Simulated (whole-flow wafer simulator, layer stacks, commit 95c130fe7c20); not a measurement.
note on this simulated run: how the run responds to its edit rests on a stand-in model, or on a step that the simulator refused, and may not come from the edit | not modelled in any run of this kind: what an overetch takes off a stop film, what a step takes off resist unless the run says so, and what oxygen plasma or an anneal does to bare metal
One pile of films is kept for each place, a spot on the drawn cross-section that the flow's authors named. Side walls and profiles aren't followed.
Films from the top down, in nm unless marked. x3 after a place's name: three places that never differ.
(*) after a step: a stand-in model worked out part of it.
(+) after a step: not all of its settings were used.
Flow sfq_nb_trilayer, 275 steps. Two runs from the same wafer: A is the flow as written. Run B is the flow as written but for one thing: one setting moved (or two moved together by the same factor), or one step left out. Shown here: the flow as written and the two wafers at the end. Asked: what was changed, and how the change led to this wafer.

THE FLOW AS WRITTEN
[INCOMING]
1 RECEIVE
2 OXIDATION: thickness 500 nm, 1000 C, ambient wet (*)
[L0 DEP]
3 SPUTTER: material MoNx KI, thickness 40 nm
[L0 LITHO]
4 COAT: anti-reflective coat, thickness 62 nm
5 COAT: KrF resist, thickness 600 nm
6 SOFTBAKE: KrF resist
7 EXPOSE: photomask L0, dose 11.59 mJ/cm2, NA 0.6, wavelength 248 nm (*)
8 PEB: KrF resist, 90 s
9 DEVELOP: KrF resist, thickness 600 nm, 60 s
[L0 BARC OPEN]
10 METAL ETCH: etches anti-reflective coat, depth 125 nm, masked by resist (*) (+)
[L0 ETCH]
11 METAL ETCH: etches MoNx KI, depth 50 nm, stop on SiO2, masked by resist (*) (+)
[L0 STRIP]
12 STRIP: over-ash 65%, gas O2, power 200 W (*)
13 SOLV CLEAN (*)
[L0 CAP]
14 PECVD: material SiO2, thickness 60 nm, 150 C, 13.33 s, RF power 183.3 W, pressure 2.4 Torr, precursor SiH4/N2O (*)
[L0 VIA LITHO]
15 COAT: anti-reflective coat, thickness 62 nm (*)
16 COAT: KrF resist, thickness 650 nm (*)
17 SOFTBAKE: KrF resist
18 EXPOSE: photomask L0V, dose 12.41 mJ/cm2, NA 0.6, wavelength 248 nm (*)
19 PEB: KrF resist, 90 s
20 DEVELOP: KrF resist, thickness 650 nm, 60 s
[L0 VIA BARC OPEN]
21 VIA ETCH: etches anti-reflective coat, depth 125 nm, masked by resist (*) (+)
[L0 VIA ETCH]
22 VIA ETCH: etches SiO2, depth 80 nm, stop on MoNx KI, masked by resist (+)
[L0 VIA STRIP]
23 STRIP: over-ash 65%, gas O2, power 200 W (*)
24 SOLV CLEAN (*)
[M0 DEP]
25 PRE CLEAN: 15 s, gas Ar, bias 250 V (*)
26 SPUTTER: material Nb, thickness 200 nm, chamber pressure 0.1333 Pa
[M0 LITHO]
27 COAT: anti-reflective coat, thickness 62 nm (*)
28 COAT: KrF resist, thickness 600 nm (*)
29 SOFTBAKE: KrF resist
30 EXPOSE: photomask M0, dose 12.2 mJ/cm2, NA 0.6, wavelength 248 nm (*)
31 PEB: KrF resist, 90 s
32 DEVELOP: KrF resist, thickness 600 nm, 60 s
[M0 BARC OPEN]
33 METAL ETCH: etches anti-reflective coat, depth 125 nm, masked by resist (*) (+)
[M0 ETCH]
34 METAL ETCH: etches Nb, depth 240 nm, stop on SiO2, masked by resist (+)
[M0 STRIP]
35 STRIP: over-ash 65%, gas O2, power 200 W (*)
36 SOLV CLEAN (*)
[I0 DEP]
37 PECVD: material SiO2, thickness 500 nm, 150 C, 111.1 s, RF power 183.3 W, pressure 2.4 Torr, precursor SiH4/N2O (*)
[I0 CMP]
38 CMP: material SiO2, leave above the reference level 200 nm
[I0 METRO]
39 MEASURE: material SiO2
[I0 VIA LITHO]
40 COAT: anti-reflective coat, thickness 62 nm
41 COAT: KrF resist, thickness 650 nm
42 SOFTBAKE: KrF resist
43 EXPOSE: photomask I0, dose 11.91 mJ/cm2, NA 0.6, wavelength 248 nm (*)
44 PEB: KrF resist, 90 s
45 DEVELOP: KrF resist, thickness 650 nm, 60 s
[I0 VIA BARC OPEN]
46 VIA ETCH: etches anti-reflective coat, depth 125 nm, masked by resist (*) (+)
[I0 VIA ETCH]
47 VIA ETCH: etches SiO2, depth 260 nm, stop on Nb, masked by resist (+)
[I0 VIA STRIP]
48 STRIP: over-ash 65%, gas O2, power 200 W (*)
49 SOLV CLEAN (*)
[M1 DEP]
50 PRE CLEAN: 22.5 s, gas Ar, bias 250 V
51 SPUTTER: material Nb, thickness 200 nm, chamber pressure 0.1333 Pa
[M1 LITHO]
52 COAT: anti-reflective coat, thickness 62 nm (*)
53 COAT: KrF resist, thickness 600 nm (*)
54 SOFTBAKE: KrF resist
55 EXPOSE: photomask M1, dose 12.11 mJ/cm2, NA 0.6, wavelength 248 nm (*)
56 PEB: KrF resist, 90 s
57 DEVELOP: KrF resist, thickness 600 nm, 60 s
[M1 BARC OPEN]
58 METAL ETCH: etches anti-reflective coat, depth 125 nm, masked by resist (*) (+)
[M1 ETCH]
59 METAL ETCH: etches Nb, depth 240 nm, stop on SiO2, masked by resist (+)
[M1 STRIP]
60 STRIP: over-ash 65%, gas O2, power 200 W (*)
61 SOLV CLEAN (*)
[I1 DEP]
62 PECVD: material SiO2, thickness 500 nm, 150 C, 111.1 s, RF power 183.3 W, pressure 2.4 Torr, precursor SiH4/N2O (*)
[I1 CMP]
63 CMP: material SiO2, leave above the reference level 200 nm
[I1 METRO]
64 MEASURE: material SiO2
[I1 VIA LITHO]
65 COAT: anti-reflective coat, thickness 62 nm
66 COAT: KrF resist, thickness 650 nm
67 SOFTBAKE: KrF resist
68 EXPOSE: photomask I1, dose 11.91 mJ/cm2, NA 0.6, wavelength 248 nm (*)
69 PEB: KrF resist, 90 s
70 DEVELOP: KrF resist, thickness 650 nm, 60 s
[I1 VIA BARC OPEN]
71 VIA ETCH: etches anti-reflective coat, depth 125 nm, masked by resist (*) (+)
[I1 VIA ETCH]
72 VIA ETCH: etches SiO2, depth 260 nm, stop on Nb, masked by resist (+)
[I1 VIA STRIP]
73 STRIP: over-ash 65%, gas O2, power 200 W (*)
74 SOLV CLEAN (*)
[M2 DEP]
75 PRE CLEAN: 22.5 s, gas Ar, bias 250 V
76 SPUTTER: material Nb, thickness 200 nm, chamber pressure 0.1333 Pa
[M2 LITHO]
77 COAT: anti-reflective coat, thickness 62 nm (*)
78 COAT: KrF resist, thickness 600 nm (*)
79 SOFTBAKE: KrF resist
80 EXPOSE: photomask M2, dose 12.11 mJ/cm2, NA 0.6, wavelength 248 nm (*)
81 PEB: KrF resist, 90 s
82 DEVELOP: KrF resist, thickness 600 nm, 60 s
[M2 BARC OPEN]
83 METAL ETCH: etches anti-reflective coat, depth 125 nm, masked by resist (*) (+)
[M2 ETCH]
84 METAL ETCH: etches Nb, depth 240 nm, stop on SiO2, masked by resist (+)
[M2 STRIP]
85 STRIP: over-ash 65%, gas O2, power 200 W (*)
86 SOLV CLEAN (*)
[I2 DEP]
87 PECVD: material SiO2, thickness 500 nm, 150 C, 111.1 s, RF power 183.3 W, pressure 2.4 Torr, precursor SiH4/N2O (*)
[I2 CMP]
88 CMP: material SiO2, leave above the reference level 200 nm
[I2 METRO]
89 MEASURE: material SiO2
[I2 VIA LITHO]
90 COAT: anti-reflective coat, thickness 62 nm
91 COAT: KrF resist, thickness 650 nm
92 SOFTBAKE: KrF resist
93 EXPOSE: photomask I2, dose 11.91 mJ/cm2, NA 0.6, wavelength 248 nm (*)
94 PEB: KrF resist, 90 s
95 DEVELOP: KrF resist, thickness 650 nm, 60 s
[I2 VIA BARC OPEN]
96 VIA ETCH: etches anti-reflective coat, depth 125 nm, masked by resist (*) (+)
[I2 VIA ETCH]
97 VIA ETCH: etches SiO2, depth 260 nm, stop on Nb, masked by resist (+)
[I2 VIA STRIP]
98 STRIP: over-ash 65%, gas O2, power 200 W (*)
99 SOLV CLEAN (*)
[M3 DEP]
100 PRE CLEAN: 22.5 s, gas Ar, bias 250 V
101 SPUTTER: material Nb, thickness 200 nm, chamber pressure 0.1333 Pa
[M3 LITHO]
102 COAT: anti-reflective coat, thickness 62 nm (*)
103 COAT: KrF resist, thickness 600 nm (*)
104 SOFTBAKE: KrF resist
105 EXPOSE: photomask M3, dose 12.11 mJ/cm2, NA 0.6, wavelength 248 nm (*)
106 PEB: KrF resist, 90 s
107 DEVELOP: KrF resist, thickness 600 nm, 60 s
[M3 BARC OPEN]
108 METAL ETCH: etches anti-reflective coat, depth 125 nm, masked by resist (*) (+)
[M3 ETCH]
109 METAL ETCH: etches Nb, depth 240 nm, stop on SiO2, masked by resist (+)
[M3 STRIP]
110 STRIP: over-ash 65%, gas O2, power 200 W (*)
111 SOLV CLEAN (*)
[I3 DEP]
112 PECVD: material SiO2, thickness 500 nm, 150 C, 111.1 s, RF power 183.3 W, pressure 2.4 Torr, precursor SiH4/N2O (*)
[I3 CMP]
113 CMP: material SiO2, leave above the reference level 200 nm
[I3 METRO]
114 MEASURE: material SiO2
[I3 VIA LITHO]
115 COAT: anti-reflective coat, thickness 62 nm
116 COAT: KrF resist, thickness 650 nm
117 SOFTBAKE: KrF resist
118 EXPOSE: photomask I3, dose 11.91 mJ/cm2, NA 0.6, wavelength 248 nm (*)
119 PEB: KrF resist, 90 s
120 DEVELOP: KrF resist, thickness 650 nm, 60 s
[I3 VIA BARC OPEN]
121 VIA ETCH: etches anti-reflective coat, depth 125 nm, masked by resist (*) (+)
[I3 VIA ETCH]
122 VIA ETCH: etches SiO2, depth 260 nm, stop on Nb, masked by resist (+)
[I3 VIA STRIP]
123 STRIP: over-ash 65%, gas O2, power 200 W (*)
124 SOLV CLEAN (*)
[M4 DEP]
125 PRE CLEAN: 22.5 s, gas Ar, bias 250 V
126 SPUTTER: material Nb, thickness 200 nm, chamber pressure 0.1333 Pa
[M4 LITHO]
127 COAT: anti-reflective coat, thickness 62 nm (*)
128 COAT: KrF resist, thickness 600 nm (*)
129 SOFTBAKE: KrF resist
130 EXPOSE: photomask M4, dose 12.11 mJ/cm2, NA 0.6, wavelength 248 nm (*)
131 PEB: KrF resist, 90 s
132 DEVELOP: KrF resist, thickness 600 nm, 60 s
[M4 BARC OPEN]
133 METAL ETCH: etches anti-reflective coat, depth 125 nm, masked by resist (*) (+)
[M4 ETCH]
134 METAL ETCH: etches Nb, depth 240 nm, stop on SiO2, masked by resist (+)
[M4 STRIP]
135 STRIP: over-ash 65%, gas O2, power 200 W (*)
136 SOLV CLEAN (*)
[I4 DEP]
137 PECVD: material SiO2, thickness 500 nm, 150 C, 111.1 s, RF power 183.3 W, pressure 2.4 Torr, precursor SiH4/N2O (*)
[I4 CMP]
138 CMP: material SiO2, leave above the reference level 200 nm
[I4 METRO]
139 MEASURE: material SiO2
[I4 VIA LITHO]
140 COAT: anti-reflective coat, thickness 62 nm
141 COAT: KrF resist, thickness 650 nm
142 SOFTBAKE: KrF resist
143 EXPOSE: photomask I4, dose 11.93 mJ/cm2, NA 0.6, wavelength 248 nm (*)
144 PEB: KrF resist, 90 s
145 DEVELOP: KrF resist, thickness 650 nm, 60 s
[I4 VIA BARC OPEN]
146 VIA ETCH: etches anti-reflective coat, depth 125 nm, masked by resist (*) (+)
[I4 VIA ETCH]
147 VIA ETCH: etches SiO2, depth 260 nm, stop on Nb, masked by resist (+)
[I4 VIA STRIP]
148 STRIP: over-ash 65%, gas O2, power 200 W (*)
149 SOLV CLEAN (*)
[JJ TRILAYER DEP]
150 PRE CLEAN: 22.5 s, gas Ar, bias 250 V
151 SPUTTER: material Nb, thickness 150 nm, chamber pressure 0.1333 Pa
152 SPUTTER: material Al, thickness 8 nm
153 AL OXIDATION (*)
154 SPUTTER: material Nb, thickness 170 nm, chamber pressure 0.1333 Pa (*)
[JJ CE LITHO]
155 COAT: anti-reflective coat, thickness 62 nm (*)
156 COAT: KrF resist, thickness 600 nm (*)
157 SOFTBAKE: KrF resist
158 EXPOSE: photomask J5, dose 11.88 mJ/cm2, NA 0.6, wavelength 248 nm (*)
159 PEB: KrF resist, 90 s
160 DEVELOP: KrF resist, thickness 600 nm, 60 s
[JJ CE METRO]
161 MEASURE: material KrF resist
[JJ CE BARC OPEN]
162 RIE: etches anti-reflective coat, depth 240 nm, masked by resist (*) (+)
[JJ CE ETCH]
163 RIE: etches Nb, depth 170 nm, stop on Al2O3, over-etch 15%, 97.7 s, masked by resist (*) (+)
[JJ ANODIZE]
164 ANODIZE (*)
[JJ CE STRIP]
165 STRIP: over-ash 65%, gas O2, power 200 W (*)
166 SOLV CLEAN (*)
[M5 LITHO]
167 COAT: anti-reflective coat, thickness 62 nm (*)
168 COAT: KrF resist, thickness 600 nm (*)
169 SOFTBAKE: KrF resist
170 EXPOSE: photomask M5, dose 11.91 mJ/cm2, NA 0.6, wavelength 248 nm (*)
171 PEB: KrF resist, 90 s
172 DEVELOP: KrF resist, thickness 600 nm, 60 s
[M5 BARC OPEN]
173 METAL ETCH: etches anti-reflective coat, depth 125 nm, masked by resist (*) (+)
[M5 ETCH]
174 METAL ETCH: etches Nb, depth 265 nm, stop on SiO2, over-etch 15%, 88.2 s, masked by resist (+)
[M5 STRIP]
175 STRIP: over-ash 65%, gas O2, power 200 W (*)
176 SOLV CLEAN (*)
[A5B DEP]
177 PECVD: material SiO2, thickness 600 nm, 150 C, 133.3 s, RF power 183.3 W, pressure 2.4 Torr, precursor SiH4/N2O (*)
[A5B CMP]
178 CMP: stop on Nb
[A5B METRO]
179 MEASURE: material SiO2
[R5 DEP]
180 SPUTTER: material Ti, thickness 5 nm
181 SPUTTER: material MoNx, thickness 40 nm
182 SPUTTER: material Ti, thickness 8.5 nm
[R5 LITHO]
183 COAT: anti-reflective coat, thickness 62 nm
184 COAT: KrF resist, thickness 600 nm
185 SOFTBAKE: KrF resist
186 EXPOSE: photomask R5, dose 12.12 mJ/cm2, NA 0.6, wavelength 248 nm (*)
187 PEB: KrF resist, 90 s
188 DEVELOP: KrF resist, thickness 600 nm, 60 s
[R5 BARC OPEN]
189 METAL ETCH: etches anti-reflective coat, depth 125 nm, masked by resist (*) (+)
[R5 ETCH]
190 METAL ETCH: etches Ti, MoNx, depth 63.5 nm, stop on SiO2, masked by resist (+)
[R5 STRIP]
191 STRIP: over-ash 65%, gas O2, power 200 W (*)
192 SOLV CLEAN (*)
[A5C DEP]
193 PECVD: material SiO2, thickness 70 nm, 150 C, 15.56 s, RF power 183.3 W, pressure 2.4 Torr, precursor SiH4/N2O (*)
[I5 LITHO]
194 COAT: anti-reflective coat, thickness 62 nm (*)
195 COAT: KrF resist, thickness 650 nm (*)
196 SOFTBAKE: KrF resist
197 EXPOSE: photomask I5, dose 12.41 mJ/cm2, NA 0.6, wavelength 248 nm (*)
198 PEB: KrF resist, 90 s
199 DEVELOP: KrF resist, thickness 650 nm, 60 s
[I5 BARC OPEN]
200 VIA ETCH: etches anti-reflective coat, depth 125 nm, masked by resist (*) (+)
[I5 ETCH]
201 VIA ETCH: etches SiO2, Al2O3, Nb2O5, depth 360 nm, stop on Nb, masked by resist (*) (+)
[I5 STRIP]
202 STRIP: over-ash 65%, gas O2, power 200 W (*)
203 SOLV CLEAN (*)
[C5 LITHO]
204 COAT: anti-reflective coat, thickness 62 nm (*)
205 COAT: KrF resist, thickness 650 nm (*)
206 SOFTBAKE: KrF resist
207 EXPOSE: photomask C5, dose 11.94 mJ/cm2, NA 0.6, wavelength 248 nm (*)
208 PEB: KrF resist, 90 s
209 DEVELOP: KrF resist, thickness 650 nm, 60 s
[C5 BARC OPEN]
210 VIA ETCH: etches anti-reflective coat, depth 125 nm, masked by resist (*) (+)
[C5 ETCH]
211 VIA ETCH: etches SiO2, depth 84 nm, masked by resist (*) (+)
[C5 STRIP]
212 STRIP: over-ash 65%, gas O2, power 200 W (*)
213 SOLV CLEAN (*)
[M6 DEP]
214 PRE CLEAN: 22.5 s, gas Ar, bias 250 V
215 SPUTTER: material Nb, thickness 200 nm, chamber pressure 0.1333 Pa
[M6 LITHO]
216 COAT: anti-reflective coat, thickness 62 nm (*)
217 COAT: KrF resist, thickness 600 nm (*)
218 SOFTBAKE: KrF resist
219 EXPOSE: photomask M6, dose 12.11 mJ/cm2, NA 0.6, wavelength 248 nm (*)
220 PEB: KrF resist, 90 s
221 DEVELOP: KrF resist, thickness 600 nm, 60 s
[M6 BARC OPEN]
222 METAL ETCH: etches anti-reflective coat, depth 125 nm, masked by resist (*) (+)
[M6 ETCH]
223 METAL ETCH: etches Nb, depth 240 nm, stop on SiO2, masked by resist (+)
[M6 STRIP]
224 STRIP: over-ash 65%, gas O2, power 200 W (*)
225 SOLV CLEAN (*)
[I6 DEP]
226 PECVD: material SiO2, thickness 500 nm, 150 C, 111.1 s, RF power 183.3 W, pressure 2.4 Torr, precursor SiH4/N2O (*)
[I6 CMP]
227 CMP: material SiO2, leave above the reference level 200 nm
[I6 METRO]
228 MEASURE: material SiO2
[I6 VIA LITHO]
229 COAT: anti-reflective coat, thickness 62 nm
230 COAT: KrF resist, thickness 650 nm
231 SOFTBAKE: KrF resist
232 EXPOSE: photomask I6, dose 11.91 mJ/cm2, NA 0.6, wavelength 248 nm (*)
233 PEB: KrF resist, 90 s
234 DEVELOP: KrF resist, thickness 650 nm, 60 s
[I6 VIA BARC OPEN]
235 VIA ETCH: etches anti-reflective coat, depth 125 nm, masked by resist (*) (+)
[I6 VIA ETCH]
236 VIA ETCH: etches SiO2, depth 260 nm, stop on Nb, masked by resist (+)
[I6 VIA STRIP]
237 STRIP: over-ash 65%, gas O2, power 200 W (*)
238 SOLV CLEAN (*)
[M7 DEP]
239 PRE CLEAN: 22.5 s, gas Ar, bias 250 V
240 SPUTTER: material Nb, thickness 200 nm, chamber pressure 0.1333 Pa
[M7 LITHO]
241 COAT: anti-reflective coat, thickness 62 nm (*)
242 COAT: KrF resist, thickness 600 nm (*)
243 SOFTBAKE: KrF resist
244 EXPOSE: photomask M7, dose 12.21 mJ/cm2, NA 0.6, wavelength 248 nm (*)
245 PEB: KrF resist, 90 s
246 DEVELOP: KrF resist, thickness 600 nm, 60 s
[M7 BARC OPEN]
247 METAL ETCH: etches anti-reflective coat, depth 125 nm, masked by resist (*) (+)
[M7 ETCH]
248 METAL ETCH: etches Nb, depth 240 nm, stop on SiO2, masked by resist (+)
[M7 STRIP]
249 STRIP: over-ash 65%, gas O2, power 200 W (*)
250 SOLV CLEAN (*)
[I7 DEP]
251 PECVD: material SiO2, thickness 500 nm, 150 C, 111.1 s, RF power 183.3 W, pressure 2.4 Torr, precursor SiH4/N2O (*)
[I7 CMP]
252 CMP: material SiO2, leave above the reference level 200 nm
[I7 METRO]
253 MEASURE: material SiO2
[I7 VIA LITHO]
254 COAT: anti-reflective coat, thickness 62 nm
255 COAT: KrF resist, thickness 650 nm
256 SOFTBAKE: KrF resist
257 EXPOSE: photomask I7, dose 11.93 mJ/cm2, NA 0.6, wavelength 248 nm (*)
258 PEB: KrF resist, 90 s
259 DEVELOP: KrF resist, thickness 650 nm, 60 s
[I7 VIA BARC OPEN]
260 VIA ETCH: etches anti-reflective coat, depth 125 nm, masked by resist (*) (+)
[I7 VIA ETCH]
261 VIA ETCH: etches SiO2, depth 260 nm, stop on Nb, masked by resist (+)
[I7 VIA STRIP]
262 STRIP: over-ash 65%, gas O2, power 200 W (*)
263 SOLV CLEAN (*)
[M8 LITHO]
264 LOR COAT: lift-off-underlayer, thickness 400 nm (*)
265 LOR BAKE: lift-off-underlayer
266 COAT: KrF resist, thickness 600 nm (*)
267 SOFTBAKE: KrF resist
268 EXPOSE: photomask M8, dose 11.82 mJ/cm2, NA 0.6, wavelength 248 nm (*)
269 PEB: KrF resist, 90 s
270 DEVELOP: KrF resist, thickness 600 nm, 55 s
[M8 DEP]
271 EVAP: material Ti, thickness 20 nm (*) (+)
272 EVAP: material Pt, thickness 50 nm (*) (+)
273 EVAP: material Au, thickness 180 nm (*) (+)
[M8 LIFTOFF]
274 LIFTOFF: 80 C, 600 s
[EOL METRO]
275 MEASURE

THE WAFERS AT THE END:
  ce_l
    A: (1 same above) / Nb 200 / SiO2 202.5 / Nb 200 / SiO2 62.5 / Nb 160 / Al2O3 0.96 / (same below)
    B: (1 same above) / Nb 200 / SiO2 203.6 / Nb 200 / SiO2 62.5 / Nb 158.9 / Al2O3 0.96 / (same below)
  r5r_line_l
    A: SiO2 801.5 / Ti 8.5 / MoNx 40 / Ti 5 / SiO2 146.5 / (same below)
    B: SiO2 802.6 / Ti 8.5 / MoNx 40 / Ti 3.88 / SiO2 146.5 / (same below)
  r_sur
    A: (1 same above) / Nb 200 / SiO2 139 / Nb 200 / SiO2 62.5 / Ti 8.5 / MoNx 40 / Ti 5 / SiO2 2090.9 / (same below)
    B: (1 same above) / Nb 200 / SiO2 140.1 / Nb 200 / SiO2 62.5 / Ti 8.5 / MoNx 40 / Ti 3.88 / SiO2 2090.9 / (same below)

The cause: step 180, SPUTTER: thickness 3.88 nm was run, where the flow has thickness 5 nm.
It can be read off the wafer: r5r_line_l has Ti 3.88, and step 180 as written asks for 5 nm.

How the change led to this, step by step:
  180 SPUTTER: material Ti, thickness 5 nm
      field_l, v_sur, via_wl and 103 more: A Ti +5 (new film) | B Ti +3.88 (new film)
  190 METAL ETCH: etches Ti, MoNx, depth 63.5 nm, stop on SiO2, masked by resist (+)
      field_l, v_sur, via_wl and 92 more: A Ti -8.5 (all of it), MoNx -40 (all of it), Ti -5 (all of it) | B Ti -8.5 (all of it), MoNx -40 (all of it), Ti -3.88 (all of it)
      ce_l, c5j, ce_r, wl_jj: A Ti -8.5 (all of it), MoNx -40 (all of it), Ti -5 (all of it), Nb -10 | B Ti -8.5 (all of it), MoNx -40 (all of it), Ti -3.88 (all of it), Nb -11.1
